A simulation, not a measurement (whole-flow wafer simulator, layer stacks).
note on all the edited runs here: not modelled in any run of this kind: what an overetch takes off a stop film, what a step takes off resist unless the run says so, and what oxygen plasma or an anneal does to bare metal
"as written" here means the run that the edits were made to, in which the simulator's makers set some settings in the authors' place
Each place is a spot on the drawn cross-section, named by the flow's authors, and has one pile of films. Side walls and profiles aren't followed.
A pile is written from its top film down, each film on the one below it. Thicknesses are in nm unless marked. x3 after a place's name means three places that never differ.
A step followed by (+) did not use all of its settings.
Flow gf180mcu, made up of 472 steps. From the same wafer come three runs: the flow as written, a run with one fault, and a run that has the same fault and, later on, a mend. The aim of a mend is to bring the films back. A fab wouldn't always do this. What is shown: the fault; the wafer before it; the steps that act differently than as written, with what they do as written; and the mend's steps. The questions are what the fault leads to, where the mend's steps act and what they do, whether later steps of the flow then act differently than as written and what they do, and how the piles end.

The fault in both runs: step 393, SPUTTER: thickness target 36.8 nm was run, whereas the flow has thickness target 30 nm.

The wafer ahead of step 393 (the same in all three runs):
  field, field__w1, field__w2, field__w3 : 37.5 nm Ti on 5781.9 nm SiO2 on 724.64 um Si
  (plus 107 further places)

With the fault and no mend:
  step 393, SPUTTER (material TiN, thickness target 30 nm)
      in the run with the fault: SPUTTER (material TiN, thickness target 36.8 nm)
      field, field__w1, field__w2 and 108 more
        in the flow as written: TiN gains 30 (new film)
        in the run with the fault: TiN gains 36.8 (new film)
  Steps later in the flow that act otherwise than as written (1 other step is not shown; it differs only slightly, by no more than 2% or 0.5 nm, whichever is larger):
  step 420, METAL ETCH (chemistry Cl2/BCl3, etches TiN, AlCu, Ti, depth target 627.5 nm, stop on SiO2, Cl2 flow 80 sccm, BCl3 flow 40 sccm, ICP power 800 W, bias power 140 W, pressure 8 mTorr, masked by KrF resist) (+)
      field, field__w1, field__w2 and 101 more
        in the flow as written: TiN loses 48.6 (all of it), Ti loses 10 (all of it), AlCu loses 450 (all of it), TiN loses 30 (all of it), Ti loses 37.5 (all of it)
        in the run with the fault: TiN loses 48.6 (all of it), Ti loses 10 (all of it), AlCu loses 450 (all of it), TiN loses 36.8 (all of it), Ti loses 37.5 (all of it)
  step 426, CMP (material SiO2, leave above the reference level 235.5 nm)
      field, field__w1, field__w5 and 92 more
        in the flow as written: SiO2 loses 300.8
        in the run with the fault: SiO2 loses 294
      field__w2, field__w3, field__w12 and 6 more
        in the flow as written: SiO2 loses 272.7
        in the run with the fault: SiO2 loses 265.6
  At field__w4, field__w8, contact, m1, m1__w1, mim, mim_1p0, m1_nw, the piles at the end differ from the flow's by more than 2% or 0.5 nm, whichever is larger.
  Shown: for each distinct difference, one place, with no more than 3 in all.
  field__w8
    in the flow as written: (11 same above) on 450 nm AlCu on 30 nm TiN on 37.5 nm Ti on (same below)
    in the run with the fault: (11 same above) on 450 nm AlCu on 36.8 nm TiN on 37.5 nm Ti on (same below)
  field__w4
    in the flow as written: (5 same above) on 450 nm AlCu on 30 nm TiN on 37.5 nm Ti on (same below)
    in the run with the fault: (5 same above) on 450 nm AlCu on 36.8 nm TiN on 37.5 nm Ti on (same below)
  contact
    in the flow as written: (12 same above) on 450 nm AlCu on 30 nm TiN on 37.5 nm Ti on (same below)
    in the run with the fault: (12 same above) on 450 nm AlCu on 36.8 nm TiN on 37.5 nm Ti on (same below)

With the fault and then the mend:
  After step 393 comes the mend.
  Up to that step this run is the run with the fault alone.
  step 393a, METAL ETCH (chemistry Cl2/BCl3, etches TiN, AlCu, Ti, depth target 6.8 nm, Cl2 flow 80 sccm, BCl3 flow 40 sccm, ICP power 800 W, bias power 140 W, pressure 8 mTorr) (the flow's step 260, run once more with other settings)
      field, field__w1, field__w2 and 108 more
        TiN loses 6.8
  Later steps of the flow that are run all act as written at every place that is followed.
  The piles end the same as the flow's at every place that both follow.
